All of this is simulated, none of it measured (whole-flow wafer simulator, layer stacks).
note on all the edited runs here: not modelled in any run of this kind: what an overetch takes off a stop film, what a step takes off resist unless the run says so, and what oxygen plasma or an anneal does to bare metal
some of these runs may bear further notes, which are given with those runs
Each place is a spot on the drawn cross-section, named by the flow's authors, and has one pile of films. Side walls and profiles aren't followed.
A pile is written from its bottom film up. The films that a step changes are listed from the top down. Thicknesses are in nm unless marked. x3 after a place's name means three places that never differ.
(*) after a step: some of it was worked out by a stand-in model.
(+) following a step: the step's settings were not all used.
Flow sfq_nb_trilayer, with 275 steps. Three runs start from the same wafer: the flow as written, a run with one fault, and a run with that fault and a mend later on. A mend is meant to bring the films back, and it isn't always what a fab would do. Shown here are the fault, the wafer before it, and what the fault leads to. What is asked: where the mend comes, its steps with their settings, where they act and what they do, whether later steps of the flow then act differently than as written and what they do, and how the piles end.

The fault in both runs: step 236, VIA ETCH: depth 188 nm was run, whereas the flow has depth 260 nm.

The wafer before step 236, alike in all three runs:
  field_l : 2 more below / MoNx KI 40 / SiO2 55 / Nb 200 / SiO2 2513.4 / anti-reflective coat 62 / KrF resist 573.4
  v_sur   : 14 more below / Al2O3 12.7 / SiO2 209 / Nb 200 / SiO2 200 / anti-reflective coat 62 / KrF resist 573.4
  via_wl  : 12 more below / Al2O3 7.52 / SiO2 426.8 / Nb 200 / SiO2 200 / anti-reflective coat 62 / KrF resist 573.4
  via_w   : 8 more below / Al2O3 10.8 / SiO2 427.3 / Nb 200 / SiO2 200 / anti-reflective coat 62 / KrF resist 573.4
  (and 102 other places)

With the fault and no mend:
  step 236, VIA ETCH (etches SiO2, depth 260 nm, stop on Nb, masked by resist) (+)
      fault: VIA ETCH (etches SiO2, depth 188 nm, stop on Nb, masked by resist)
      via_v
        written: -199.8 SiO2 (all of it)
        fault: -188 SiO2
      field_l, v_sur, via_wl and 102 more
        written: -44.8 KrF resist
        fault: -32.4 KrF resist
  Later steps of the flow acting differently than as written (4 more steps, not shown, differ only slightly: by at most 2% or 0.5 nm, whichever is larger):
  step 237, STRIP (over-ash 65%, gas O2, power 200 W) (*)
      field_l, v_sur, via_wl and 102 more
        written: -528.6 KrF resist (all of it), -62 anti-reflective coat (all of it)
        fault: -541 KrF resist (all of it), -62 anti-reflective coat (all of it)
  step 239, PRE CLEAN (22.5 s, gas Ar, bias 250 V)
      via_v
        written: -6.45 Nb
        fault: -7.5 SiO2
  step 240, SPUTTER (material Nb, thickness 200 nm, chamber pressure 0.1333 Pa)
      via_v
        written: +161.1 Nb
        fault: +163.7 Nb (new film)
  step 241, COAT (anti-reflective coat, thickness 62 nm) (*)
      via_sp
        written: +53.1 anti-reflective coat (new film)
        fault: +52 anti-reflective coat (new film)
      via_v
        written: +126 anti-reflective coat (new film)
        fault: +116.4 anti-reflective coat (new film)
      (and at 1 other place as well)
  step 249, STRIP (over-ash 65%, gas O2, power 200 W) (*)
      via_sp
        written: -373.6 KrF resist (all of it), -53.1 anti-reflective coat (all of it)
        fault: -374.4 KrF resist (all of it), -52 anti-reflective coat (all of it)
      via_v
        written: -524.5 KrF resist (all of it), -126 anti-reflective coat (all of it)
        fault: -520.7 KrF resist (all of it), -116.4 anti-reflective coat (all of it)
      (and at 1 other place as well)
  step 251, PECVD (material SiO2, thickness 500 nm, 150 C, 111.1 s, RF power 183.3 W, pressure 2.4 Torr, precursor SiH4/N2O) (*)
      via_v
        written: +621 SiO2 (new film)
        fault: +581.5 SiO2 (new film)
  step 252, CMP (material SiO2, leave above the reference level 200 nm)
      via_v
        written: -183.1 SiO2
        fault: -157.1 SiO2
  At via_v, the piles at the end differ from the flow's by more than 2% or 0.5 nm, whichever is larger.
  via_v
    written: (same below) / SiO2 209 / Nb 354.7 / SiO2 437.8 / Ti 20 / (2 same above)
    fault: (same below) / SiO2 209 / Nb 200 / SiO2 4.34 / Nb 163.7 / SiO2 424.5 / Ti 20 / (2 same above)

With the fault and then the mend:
  The mend stands after step 236.
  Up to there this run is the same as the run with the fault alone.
  step 236a, VIA ETCH (etches SiO2, depth 72 nm, stop on Nb, masked by resist) (+) (a further turn of the flow's step 236, with different settings)
      field_l, v_sur, via_wl and 102 more
        -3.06 KrF resist
      via_v
        -11.8 SiO2 (all of it)
  Every later step of the flow that is run acts as written, at every place that is followed, to within 2% or 0.5 nm, whichever is larger.
  By the end, the piles equal the flow's at every place that both follow.
